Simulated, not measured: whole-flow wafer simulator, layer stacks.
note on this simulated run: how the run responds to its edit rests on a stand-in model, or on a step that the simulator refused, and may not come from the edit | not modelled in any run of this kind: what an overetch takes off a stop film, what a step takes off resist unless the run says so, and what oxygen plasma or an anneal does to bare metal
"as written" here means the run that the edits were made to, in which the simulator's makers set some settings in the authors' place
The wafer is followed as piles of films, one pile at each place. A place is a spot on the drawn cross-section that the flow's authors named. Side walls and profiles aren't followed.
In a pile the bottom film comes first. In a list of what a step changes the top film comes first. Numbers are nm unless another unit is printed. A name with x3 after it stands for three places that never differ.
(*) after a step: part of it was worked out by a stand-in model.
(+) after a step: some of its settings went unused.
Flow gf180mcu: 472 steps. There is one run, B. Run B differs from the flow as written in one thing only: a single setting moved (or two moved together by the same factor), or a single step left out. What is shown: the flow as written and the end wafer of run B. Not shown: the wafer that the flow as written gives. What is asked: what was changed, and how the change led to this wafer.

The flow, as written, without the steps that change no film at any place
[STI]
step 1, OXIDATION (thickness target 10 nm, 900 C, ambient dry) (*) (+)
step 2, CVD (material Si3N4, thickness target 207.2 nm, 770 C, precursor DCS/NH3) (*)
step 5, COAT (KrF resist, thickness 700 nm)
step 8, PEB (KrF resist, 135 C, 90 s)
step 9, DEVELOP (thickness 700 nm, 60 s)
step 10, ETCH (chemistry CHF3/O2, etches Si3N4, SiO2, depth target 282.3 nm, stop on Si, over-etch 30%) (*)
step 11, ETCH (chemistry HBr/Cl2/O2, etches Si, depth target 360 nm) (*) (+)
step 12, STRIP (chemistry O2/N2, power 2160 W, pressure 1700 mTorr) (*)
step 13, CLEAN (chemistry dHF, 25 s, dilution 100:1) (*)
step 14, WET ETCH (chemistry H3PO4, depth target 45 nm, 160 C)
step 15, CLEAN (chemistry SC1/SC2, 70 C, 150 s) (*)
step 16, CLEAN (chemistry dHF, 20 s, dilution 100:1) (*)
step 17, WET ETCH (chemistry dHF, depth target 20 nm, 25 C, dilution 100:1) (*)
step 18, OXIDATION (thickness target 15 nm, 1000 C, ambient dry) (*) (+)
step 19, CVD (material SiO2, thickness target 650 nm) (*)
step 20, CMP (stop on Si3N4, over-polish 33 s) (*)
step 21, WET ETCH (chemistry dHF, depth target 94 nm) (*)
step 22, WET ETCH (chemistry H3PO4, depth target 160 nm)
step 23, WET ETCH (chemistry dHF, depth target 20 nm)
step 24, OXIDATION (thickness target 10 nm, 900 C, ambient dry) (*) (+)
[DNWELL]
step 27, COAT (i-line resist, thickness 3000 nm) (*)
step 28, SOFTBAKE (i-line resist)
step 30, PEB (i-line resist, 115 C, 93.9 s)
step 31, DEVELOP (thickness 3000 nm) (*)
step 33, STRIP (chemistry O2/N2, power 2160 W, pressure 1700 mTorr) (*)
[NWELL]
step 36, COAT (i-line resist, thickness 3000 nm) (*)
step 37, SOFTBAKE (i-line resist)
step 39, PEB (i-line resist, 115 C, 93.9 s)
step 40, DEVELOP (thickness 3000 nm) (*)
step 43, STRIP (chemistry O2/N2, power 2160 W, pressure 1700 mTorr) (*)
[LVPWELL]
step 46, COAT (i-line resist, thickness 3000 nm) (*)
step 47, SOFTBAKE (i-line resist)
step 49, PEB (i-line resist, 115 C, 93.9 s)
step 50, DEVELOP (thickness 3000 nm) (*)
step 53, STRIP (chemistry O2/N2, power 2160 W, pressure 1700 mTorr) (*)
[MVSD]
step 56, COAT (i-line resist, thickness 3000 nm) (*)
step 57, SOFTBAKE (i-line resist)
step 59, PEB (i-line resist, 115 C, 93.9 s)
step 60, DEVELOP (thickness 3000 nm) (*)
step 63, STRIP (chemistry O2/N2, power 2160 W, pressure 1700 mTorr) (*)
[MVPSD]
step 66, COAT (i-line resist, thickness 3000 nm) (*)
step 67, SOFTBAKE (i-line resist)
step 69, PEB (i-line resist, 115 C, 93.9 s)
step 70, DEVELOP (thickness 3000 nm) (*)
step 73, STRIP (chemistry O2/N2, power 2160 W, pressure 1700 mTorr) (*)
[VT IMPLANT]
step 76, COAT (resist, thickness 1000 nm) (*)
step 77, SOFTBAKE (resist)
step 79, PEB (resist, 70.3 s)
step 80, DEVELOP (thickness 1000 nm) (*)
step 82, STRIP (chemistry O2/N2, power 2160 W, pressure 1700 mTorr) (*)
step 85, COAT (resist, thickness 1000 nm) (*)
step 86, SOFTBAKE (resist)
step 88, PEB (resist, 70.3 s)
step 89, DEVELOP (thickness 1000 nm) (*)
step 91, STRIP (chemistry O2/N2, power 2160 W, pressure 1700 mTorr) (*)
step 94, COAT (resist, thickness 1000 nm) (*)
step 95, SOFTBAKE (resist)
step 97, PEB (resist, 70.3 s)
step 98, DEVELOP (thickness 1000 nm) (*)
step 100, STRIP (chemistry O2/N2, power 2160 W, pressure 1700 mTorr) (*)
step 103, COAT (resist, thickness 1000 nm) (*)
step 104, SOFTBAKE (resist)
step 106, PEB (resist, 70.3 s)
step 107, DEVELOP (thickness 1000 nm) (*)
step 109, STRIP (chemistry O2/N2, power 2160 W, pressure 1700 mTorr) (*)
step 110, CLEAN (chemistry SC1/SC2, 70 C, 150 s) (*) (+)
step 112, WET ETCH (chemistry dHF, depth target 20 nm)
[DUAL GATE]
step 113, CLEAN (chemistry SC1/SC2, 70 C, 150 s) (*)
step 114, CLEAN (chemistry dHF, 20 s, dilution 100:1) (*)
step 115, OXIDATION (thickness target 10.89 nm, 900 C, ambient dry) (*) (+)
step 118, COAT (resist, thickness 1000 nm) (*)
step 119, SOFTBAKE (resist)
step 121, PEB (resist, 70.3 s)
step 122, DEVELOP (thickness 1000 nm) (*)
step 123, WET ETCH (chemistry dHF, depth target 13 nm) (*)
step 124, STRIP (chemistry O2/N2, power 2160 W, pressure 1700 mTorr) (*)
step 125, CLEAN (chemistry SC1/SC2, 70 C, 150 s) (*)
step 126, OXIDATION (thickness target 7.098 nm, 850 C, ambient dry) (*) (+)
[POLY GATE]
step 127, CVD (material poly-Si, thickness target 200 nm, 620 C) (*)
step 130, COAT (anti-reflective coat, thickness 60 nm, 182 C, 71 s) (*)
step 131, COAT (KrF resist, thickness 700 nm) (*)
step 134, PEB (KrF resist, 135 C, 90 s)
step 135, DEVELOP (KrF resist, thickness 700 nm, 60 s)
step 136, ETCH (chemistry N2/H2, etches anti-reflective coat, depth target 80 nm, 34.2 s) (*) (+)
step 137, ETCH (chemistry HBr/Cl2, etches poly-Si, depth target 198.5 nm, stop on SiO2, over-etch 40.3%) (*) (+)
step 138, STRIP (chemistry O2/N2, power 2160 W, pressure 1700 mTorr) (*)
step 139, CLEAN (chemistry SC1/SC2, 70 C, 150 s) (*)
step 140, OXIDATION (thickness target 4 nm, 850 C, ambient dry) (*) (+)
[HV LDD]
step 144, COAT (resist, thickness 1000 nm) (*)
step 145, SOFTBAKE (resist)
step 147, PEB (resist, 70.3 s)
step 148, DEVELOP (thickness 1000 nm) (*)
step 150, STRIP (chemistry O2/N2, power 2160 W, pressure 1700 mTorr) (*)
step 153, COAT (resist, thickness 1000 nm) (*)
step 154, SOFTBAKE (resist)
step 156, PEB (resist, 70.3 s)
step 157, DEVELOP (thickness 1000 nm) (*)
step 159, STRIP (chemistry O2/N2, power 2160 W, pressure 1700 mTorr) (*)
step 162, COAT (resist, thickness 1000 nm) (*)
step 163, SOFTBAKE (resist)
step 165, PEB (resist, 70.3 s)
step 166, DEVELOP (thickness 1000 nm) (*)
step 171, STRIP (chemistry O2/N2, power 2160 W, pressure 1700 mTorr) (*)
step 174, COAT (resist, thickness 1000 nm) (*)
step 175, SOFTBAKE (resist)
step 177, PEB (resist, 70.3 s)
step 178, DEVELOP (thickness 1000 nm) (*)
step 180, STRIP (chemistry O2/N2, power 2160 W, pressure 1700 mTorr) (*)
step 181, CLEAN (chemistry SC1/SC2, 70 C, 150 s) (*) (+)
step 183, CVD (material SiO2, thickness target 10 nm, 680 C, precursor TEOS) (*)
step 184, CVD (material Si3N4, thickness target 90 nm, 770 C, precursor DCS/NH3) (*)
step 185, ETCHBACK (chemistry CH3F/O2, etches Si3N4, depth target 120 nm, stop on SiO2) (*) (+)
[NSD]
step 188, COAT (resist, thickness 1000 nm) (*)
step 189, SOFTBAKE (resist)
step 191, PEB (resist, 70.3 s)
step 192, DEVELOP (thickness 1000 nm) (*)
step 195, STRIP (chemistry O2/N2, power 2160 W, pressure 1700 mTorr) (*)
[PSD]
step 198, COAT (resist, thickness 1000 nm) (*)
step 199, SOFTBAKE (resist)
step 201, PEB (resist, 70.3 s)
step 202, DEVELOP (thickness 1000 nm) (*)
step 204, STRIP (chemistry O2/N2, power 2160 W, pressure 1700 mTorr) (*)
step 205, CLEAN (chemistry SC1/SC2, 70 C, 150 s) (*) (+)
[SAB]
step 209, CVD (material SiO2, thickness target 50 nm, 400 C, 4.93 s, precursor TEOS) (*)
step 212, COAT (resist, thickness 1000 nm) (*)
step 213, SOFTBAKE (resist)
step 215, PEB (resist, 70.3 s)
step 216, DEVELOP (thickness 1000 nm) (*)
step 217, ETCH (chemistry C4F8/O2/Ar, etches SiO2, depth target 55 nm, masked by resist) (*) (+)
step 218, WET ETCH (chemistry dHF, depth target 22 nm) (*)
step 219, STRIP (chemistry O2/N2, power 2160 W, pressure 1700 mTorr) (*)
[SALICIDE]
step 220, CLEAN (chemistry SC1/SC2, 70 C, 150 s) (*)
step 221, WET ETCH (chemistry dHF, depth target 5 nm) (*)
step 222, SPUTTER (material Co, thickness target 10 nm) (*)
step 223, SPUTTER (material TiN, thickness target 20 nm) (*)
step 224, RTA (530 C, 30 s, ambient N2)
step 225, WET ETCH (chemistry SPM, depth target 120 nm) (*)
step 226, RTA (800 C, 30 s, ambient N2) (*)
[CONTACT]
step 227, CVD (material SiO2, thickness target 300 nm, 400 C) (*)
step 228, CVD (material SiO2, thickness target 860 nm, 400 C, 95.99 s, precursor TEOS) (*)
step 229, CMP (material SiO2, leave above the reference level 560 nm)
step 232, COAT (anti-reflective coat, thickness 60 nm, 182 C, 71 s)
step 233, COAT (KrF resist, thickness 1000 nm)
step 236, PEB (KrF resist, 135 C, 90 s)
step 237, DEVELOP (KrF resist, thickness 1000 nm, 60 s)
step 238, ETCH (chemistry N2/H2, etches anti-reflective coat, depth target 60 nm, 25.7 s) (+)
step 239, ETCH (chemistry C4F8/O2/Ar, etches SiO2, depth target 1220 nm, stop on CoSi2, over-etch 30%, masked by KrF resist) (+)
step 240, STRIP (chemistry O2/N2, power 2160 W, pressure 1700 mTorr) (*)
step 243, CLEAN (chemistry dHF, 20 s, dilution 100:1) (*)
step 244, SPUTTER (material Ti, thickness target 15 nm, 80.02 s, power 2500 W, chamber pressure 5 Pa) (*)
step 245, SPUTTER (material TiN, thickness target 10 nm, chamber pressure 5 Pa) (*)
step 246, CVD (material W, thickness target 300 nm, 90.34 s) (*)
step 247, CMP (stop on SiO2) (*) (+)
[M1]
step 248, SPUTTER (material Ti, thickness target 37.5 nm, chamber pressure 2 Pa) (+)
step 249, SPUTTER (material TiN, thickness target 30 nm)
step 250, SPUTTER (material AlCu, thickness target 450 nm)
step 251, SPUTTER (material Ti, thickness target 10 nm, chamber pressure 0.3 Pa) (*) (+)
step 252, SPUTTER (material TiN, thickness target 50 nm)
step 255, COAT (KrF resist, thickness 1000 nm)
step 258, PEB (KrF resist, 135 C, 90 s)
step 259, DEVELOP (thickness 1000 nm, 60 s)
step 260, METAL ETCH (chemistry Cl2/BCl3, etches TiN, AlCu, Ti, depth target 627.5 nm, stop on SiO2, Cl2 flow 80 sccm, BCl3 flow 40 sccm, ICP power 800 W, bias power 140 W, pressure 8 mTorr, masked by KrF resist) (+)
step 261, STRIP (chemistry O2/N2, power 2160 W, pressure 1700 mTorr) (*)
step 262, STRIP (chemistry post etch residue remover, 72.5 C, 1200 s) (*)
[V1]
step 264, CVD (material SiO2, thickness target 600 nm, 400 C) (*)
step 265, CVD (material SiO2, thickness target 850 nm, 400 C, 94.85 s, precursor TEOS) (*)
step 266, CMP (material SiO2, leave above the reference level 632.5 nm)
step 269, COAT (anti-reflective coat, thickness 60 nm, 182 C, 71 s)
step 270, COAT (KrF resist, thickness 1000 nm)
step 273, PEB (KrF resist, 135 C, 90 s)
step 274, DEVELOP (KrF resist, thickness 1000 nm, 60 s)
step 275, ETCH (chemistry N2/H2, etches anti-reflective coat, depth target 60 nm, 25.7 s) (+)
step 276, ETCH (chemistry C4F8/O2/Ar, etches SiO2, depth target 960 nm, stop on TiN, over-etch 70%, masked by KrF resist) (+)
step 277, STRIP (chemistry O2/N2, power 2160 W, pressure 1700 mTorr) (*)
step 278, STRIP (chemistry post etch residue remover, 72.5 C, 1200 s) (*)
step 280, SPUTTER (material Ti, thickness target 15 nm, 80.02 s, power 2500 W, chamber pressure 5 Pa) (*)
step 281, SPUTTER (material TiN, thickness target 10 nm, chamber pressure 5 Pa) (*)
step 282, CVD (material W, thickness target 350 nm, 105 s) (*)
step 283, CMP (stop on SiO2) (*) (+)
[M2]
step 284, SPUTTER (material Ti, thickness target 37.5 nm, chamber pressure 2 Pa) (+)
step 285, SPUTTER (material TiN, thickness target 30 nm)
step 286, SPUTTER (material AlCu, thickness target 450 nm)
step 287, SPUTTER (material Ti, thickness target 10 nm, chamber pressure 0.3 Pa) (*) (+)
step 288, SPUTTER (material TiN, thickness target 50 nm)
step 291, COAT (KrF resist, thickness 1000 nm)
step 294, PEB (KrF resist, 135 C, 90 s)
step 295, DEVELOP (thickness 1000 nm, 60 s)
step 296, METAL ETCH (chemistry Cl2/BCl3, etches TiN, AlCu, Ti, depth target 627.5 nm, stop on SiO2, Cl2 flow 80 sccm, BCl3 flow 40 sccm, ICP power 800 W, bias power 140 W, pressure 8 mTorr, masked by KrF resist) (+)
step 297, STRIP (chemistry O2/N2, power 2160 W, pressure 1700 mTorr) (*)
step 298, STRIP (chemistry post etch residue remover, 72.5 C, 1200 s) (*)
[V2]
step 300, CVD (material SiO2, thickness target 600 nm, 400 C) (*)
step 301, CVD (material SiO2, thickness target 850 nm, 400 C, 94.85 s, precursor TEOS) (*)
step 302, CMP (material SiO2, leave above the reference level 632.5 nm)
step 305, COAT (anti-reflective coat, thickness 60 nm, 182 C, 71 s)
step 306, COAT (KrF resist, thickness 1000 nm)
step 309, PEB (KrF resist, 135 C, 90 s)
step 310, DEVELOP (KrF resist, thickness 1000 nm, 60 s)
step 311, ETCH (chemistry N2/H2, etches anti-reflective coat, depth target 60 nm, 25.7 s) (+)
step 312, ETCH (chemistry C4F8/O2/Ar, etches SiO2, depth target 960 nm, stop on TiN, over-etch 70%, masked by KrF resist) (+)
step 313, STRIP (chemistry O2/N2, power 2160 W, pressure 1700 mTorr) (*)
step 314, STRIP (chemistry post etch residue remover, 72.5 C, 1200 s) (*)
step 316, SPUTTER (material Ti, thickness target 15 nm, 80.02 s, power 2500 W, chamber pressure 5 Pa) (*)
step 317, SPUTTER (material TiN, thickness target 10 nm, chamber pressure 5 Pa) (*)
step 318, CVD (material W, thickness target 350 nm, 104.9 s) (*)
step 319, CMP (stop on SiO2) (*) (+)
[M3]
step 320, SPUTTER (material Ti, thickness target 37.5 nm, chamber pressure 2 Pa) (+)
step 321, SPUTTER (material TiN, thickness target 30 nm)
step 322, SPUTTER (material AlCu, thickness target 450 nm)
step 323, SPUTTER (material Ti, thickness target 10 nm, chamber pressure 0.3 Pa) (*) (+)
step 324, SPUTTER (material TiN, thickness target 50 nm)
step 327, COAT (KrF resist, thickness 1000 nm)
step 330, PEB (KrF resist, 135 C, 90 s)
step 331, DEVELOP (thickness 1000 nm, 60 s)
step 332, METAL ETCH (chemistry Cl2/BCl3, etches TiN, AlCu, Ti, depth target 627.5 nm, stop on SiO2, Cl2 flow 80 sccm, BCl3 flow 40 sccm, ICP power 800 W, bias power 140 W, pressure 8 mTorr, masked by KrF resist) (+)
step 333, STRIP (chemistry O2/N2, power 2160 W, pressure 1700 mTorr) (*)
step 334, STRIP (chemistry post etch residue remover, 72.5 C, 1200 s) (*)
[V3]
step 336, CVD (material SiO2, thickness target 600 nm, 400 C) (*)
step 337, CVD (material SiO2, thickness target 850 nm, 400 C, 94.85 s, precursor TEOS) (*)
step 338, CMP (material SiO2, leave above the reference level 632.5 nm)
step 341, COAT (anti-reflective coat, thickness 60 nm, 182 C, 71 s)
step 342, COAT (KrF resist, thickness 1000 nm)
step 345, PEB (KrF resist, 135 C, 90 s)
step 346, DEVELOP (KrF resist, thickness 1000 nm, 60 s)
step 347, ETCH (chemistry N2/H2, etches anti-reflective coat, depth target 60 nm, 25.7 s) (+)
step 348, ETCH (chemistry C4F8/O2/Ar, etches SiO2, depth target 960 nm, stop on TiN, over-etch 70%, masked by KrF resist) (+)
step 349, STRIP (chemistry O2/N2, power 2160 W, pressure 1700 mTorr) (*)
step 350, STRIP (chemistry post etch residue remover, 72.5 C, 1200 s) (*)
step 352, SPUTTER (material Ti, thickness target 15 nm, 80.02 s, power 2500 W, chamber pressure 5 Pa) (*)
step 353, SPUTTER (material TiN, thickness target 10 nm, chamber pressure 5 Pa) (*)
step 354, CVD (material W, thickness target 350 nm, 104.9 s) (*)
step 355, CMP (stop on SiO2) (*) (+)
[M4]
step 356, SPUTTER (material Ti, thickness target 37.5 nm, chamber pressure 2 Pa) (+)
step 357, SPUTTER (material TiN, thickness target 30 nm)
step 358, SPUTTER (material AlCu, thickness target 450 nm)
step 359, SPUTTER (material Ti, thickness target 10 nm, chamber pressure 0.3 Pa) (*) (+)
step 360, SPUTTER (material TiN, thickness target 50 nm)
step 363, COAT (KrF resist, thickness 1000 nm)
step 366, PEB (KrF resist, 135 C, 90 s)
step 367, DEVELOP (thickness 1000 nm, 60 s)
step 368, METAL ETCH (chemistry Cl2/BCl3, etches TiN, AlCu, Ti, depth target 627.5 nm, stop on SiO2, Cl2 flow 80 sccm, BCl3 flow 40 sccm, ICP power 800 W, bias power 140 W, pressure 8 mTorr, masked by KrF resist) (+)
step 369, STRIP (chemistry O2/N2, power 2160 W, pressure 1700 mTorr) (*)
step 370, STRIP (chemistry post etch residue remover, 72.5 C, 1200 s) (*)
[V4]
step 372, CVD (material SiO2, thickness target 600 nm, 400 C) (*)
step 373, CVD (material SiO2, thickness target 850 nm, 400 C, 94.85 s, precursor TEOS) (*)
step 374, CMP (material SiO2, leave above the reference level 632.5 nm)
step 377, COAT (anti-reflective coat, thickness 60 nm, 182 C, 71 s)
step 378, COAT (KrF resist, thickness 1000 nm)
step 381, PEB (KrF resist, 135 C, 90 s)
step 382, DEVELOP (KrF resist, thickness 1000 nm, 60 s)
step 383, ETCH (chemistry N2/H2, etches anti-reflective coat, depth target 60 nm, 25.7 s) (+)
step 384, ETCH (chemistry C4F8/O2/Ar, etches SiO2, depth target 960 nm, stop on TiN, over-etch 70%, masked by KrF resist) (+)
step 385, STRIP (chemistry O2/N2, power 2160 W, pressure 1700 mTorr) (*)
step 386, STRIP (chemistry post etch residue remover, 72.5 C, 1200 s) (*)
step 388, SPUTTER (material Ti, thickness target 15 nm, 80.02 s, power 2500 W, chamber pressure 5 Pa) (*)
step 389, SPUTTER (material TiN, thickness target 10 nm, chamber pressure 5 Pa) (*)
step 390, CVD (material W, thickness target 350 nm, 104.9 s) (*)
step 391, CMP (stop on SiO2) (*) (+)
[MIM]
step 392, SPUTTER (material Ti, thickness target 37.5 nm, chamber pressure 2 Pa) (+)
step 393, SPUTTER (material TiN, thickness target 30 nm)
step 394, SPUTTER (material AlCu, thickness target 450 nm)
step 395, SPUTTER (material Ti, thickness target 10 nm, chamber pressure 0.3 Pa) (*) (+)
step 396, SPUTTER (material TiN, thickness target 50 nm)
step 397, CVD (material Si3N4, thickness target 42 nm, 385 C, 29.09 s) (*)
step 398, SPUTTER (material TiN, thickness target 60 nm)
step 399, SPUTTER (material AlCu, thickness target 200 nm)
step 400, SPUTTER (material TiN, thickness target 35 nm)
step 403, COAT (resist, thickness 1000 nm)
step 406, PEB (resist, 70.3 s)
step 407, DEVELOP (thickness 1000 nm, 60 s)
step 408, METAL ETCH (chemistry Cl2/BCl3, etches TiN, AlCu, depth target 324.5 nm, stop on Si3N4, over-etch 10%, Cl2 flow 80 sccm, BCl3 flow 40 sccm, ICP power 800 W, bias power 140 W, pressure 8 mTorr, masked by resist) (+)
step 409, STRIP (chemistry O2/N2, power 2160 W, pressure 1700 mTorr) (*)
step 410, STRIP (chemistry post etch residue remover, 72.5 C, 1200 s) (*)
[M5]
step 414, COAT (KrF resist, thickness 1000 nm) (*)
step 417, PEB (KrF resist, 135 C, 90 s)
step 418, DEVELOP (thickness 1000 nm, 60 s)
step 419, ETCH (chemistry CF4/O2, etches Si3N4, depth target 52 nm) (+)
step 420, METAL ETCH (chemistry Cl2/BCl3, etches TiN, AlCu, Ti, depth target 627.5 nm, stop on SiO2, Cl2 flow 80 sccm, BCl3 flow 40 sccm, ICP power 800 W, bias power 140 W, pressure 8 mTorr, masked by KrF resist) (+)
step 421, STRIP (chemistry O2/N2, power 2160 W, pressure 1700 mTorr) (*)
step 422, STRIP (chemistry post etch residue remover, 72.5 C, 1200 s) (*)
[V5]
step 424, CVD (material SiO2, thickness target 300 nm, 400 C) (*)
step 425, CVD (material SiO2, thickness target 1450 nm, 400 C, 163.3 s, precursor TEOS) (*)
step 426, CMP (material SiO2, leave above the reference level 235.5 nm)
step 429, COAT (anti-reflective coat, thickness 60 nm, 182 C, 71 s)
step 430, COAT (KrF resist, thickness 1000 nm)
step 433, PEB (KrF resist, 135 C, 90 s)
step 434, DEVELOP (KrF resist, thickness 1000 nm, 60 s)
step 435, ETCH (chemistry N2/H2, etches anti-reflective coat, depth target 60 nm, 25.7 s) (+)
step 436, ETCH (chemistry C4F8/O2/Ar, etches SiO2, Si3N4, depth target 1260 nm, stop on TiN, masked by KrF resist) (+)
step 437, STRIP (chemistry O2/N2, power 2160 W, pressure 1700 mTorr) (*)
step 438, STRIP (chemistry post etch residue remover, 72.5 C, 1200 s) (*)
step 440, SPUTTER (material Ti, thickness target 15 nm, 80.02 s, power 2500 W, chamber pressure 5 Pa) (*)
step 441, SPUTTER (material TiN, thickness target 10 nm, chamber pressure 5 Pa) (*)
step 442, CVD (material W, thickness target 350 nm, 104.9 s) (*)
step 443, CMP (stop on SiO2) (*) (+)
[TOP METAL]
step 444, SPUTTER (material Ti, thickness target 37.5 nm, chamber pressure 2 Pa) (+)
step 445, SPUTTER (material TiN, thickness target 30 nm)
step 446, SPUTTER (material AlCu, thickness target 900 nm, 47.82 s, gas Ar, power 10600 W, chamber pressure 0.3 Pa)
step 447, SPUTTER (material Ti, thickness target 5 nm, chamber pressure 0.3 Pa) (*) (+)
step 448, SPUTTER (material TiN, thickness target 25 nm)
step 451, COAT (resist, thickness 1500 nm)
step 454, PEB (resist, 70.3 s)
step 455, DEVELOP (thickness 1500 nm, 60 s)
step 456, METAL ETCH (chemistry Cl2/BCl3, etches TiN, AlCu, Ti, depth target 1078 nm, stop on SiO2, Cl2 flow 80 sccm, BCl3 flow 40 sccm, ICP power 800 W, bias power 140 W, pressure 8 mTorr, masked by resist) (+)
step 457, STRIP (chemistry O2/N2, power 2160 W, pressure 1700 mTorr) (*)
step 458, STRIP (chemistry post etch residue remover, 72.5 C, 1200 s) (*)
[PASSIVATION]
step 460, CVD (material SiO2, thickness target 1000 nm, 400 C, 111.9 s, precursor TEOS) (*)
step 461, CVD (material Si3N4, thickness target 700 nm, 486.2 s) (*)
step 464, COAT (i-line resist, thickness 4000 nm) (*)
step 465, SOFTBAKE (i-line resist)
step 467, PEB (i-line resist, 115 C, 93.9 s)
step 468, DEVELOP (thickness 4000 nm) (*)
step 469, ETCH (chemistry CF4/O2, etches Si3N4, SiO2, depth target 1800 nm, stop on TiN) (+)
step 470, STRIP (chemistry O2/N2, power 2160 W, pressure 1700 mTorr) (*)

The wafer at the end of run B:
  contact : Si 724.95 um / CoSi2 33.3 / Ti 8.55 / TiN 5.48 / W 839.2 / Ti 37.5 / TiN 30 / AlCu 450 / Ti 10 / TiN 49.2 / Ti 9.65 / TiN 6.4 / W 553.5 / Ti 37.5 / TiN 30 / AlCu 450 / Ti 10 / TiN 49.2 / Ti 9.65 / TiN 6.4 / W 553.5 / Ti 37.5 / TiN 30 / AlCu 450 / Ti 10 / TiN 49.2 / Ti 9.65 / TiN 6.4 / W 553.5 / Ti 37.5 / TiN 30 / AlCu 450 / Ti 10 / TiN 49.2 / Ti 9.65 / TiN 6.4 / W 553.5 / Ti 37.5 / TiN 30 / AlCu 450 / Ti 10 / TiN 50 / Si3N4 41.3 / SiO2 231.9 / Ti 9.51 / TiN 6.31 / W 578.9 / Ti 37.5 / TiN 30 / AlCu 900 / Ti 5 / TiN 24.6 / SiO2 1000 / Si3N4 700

What caused this: step 436, ETCH: depth target 598 nm was run, whereas the flow has depth target 1260 nm.

How this came from the change, step by step:
  step 436, ETCH (chemistry C4F8/O2/Ar, etches SiO2, Si3N4, depth target 1260 nm, stop on TiN, masked by KrF resist) (+)
      contact: SiO2 loses 598 (in the flow as written it would be: SiO2 loses 829.9 (all of it), Si3N4 loses 41.3 (all of it))
      field, field__w1, field__w2 and 108 more: KrF resist loses 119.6 (in the flow as written it would be: KrF resist loses 252)
  step 437, STRIP (chemistry O2/N2, power 2160 W, pressure 1700 mTorr) (*)
      field, field__w1, field__w2 and 108 more: KrF resist loses 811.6 (all of it), anti-reflective coat loses 60 (all of it) (in the flow as written it would be: KrF resist loses 679.2 (all of it), anti-reflective coat loses 60 (all of it))
  step 440, SPUTTER (material Ti, thickness target 15 nm, 80.02 s, power 2500 W, chamber pressure 5 Pa) (*)
      contact: Ti gains 9.51 (new film) (in the flow as written it would be: Ti gains 8.12 (new film))
  step 441, SPUTTER (material TiN, thickness target 10 nm, chamber pressure 5 Pa) (*)
      contact: TiN gains 6.31 (new film) (in the flow as written it would be: TiN gains 5.38 (new film))
  step 442, CVD (material W, thickness target 350 nm, 104.9 s) (*)
      contact: W gains 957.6 (new film) (in the flow as written it would be: W gains 1233.6 (new film))
With metal films that touch counted as one body, contact has 2 bodies (between them, from the top down: SiO2 231.9 / Si3N4 41.3); the flow as written gives 1 body.
